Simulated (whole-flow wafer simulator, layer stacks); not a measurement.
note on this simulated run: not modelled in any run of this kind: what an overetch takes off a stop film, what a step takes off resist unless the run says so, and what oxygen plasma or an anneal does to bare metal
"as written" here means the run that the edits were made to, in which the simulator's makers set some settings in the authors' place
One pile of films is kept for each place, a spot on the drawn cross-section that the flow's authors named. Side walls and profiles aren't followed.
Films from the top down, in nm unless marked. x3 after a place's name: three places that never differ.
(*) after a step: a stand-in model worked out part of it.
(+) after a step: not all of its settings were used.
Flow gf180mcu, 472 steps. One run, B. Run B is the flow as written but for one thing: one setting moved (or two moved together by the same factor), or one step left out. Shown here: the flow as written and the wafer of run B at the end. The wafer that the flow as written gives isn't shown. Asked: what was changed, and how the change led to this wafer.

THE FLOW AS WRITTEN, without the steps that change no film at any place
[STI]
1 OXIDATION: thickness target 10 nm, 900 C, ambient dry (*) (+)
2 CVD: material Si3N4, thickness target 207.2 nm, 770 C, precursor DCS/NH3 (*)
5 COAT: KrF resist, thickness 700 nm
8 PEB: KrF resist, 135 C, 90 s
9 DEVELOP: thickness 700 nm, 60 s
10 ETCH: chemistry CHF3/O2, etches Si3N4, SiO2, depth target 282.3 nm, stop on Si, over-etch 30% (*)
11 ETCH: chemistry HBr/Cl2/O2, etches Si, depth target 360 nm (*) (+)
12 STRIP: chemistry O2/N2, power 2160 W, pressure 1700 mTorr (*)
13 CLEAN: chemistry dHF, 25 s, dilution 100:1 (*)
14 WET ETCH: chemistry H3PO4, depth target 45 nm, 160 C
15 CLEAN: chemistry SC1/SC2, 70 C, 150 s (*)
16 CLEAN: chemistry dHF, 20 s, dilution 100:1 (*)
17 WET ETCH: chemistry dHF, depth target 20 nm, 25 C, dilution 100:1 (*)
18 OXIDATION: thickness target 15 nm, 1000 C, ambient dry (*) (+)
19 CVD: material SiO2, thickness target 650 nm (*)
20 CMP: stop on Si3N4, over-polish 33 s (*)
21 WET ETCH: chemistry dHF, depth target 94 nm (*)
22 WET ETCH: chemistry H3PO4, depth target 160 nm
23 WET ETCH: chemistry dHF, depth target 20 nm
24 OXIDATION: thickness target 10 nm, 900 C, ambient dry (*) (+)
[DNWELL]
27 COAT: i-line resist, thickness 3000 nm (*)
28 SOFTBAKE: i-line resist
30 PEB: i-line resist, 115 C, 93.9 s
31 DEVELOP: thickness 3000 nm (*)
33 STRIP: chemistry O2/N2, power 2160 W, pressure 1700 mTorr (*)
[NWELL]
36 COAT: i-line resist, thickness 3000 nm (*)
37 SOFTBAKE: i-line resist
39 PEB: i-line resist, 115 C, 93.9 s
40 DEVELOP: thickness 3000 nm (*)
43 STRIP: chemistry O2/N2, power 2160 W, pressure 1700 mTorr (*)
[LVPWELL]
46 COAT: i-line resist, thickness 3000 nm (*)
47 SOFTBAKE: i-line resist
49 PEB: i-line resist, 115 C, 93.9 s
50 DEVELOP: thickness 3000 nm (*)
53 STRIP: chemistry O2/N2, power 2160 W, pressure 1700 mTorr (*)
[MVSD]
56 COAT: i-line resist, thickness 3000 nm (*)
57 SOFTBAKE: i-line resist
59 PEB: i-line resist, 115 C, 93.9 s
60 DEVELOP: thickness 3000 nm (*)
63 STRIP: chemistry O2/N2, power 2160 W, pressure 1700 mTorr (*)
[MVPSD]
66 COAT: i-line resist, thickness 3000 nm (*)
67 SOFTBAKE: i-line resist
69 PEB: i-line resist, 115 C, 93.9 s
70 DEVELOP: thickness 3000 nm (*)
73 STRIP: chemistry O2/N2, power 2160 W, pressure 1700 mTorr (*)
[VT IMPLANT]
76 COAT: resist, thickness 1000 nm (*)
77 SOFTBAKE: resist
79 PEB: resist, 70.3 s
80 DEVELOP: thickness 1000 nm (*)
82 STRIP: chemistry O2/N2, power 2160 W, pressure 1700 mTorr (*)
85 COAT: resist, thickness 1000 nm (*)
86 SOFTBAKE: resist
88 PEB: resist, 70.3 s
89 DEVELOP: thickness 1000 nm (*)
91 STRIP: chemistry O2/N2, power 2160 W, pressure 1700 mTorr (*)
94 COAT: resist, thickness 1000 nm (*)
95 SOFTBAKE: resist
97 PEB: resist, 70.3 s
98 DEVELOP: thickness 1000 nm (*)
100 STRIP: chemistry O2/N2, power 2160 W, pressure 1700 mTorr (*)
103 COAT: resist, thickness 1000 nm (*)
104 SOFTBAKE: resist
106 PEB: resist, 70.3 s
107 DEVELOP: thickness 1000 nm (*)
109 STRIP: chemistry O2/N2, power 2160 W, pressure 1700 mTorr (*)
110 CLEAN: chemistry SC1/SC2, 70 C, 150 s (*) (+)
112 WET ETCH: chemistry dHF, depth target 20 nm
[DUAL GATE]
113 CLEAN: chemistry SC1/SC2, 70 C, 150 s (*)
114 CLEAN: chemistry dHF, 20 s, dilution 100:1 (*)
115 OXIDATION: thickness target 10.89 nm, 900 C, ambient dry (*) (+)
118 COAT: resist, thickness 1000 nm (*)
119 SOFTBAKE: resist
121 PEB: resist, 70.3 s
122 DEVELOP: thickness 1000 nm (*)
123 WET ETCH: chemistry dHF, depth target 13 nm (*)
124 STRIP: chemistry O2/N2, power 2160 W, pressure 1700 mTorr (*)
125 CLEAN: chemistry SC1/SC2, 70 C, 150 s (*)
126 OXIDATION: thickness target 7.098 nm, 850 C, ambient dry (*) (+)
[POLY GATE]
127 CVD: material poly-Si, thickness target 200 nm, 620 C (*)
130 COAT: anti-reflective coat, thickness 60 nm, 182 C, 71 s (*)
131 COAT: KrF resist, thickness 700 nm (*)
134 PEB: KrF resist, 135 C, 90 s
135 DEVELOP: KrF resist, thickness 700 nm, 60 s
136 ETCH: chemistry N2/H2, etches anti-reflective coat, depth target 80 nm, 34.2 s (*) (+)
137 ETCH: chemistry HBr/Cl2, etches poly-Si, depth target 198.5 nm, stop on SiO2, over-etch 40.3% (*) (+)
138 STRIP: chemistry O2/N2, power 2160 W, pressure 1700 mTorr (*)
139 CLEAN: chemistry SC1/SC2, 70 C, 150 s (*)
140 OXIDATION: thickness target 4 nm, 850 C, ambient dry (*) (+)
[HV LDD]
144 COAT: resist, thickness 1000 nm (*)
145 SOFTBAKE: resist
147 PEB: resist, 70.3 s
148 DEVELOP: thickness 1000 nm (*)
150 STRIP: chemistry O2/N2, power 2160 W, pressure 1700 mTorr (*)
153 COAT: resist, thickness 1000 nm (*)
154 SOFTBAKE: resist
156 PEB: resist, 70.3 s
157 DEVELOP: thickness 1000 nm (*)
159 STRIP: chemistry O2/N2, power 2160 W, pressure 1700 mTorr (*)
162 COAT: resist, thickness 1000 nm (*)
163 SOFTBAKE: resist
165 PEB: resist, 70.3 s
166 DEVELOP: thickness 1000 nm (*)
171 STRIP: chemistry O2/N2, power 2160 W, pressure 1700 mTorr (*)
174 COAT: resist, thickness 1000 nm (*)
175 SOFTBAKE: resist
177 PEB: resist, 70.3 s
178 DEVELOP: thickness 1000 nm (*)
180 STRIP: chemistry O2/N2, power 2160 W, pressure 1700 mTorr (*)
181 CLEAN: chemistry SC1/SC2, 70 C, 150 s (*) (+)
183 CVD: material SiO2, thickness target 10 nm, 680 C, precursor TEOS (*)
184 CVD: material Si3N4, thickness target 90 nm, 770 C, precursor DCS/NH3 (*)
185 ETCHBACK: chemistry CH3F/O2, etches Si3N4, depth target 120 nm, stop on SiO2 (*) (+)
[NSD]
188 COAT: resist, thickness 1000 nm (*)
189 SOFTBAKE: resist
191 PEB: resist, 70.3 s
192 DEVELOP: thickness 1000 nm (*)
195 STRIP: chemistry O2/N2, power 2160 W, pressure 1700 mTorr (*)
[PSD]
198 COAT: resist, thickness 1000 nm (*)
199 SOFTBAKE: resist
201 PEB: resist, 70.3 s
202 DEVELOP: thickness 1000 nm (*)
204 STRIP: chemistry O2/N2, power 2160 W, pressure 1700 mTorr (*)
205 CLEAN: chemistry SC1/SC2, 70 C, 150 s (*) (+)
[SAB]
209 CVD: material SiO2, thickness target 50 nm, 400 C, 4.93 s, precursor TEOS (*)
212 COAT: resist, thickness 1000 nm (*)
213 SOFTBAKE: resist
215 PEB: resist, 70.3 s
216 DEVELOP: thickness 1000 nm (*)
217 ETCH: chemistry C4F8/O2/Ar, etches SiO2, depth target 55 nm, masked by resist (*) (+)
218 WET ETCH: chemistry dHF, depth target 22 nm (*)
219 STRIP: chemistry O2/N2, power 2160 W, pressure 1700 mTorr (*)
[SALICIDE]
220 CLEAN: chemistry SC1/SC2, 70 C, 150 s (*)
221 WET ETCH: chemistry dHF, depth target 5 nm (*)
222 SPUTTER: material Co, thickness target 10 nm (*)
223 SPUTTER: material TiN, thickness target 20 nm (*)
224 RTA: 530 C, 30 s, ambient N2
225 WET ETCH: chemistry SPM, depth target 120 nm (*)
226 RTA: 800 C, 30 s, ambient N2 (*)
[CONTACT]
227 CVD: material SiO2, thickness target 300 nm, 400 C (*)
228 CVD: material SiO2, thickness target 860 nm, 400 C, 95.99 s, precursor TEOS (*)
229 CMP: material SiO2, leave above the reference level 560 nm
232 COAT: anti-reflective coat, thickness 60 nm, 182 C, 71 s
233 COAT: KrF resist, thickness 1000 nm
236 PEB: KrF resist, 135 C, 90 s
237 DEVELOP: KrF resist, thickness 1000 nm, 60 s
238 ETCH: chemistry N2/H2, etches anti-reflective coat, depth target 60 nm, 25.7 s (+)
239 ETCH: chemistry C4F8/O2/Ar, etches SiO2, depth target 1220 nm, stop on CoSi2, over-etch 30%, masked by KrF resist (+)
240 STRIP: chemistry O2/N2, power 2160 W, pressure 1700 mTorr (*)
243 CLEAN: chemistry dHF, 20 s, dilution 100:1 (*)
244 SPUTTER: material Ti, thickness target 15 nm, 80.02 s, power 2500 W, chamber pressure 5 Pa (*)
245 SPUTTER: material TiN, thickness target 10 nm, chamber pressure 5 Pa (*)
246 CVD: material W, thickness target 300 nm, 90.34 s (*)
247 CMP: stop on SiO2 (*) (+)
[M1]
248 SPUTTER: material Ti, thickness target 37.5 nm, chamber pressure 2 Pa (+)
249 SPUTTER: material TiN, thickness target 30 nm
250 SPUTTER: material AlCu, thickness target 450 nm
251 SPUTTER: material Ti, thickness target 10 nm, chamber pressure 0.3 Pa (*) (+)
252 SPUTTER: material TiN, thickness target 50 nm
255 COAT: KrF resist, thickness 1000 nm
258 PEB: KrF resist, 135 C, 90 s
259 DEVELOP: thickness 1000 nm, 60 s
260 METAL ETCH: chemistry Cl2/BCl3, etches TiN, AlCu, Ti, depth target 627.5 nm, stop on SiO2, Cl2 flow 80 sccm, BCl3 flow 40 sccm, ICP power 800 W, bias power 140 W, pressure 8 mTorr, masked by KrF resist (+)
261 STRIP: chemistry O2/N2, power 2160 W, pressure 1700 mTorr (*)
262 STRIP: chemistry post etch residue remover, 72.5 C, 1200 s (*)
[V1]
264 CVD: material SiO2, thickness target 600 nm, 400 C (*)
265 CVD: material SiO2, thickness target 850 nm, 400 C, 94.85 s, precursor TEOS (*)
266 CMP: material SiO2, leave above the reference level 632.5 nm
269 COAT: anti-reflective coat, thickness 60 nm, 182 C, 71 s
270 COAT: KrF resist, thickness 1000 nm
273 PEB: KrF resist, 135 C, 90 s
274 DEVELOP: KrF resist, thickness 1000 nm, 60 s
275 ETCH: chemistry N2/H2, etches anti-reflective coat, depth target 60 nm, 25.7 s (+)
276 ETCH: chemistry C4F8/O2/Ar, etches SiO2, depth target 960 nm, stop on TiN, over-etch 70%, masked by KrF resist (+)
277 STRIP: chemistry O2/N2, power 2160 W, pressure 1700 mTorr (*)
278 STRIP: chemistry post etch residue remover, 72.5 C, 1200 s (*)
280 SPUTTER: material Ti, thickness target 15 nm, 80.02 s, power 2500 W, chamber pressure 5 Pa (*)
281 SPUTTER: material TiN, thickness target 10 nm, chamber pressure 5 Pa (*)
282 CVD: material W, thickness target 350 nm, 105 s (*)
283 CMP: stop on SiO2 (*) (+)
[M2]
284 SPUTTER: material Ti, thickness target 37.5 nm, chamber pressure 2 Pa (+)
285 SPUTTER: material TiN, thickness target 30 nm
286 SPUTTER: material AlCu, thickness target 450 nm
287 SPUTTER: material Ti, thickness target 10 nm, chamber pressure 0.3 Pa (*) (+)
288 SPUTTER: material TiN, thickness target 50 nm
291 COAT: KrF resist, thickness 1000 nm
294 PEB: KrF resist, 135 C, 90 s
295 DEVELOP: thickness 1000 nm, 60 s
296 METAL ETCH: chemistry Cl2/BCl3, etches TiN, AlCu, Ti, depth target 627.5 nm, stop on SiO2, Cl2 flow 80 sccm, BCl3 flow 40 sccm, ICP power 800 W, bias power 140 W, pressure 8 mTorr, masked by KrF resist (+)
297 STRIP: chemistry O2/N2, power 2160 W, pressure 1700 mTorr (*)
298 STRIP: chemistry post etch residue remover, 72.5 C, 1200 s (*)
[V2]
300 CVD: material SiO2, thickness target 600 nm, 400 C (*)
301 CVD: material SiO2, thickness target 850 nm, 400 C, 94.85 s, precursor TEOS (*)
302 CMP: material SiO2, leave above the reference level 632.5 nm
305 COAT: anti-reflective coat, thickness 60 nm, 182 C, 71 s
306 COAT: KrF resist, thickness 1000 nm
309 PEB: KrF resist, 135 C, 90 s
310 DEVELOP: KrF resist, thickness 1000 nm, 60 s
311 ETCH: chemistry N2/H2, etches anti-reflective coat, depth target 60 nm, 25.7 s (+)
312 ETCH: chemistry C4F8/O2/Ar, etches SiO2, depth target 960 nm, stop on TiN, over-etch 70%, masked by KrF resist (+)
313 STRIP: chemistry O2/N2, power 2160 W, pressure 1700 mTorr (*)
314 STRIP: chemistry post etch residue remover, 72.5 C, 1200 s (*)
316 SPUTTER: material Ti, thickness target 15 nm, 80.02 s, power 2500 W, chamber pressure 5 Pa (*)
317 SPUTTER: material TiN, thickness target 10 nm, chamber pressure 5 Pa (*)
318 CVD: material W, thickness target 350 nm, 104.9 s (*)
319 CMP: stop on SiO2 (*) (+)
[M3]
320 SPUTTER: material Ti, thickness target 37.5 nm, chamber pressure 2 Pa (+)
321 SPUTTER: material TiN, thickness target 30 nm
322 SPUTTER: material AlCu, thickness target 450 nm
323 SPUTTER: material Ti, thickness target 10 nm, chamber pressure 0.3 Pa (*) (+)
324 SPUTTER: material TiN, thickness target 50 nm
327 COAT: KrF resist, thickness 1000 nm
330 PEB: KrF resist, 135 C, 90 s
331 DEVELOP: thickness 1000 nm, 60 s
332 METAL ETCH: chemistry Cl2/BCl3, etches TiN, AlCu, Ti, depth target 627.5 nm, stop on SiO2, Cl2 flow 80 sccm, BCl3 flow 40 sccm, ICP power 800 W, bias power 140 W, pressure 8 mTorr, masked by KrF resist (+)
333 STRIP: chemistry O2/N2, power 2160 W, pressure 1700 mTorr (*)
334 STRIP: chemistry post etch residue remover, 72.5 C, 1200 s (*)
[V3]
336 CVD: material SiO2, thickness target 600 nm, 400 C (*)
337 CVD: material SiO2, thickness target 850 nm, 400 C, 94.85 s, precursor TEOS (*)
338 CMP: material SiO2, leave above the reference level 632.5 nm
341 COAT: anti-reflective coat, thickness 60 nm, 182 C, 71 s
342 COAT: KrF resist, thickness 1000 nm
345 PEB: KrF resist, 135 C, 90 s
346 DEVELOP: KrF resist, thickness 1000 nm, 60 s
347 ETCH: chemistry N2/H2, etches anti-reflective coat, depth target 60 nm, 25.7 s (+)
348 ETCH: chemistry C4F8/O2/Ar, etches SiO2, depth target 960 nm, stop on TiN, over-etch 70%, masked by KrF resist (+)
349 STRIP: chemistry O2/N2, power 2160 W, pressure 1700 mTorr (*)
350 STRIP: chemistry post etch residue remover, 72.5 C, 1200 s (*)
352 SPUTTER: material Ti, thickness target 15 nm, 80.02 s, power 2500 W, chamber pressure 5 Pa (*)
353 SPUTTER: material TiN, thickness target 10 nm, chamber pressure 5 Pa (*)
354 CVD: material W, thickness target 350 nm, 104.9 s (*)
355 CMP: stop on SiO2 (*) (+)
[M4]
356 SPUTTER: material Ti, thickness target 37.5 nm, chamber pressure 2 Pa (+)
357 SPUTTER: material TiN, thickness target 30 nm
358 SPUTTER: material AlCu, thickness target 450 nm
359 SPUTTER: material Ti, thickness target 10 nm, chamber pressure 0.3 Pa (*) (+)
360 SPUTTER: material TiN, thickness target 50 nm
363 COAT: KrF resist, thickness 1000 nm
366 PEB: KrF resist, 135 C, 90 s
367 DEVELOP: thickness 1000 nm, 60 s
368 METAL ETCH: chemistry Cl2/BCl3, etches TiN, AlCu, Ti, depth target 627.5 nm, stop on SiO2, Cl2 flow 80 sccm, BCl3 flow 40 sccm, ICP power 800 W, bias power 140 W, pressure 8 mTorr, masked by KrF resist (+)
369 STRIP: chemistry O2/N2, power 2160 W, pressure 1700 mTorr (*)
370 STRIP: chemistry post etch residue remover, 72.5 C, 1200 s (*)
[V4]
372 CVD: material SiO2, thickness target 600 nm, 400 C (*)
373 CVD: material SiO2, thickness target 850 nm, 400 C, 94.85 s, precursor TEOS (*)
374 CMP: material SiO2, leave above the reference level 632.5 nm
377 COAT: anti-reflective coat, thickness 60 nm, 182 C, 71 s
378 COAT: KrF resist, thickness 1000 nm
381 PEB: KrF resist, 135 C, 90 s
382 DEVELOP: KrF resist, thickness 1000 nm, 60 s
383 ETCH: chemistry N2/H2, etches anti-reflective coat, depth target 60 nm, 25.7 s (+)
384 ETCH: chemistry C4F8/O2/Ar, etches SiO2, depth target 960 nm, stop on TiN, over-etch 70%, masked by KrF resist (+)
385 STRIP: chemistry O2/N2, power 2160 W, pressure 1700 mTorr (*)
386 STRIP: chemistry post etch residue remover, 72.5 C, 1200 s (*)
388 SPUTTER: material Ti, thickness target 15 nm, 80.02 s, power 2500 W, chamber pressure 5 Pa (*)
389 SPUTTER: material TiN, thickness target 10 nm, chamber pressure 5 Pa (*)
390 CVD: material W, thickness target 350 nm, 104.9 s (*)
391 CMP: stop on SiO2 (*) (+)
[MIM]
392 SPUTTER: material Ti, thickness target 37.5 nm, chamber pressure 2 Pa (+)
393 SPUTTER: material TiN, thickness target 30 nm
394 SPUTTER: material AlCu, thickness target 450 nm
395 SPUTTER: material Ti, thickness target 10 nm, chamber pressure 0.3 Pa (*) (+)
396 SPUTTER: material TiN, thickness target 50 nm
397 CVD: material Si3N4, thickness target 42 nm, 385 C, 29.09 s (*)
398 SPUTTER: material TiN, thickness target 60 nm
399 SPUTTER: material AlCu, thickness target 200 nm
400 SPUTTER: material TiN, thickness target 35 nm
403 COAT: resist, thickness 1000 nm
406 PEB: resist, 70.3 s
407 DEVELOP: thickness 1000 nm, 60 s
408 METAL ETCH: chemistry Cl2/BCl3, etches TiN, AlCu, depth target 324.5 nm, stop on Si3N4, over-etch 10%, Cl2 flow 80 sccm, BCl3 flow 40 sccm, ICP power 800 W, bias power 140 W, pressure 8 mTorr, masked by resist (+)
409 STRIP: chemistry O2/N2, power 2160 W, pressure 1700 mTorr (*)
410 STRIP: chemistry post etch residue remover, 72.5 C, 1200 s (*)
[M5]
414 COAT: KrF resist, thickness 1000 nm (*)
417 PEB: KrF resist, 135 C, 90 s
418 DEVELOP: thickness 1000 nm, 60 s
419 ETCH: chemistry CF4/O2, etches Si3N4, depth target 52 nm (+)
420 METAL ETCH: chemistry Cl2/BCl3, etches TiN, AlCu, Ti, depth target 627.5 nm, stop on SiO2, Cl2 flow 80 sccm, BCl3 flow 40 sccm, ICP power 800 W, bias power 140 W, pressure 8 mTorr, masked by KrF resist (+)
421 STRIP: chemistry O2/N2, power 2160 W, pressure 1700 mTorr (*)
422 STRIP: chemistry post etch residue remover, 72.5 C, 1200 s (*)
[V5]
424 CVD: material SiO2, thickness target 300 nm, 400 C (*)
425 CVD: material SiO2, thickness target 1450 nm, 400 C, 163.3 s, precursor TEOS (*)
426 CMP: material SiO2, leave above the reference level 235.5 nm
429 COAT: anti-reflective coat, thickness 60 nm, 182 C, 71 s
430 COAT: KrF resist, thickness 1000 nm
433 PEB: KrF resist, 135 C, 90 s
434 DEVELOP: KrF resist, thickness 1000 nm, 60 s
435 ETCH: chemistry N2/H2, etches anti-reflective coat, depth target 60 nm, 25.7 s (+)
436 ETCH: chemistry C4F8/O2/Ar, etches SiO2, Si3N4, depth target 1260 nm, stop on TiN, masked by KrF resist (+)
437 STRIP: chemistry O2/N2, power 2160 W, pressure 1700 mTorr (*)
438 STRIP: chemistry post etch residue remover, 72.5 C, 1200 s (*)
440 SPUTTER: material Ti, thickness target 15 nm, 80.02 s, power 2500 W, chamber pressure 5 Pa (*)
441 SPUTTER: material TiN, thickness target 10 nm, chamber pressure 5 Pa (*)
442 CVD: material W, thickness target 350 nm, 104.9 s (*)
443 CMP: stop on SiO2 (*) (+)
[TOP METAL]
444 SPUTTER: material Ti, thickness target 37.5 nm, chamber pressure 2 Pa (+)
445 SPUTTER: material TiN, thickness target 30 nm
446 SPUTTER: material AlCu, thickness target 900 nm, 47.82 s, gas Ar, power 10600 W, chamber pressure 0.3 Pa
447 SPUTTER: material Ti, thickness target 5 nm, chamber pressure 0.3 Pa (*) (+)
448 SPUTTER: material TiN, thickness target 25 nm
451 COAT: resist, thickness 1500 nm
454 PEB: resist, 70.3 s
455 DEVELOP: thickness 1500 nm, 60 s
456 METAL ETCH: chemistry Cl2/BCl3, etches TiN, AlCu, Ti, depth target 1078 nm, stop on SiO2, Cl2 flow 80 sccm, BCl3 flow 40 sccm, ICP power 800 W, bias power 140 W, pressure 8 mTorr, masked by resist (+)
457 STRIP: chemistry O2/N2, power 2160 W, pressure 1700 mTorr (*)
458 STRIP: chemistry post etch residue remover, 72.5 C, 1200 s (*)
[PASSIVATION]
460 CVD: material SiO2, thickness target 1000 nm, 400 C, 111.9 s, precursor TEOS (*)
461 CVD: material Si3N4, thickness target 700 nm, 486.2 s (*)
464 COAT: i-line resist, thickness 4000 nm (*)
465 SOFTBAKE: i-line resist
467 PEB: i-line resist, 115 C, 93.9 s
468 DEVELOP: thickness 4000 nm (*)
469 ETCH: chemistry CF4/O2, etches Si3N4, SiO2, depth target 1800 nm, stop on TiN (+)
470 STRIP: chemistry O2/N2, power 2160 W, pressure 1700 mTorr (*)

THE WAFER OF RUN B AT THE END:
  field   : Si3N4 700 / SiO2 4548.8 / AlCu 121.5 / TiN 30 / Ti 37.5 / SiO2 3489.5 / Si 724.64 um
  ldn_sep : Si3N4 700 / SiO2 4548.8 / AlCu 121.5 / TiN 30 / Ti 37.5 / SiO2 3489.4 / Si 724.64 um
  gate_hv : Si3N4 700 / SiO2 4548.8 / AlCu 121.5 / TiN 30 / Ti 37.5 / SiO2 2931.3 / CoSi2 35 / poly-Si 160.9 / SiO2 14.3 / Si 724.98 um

The cause: step 332, METAL ETCH: depth target 382.8 nm was run, where the flow has depth target 627.5 nm.

How the change led to this, step by step:
  332 METAL ETCH: chemistry Cl2/BCl3, etches TiN, AlCu, Ti, depth target 627.5 nm, stop on SiO2, Cl2 flow 80 sccm, BCl3 flow 40 sccm, ICP power 800 W, bias power 140 W, pressure 8 mTorr, masked by KrF resist (+)
      field, field__w1, field__w2 and 103 more: TiN -50 (all of it), Ti -10 (all of it), AlCu -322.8 (as written it would be: TiN -50 (all of it), Ti -10 (all of it), AlCu -450 (all of it), TiN -30 (all of it), Ti -37.5 (all of it))
      field__w8, contact, m1, m1__w1, m1_nw: KrF resist -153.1 (as written it would be: KrF resist -251)
  333 STRIP: chemistry O2/N2, power 2160 W, pressure 1700 mTorr (*)
      field__w8, contact, m1, m1__w1, m1_nw: KrF resist -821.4 (all of it) (as written it would be: KrF resist -723.5 (all of it))
  334 STRIP: chemistry post etch residue remover, 72.5 C, 1200 s (*)
      field, field__w1, field__w2 and 103 more: AlCu -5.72 (as written it would be: nothing)
  336 CVD: material SiO2, thickness target 600 nm, 400 C (*)
      field, field__w1, field__w2 and 103 more: SiO2 +600 (new film) (as written it would be: SiO2 +600)
  338 CMP: material SiO2, leave above the reference level 632.5 nm
      field, field__w1, field__w2 and 103 more: SiO2 -489 (as written it would be: SiO2 -300)
Counting metal films that touch as one body, field has 1 body; the flow as written gives 0 bodies.
Counting metal films that touch as one body, ldn_sep has 1 body; the flow as written gives 0 bodies.
Counting metal films that touch as one body, gate_hv has 2 bodies (between them, from the top down: SiO2 2931.3); the flow as written gives 1 body.
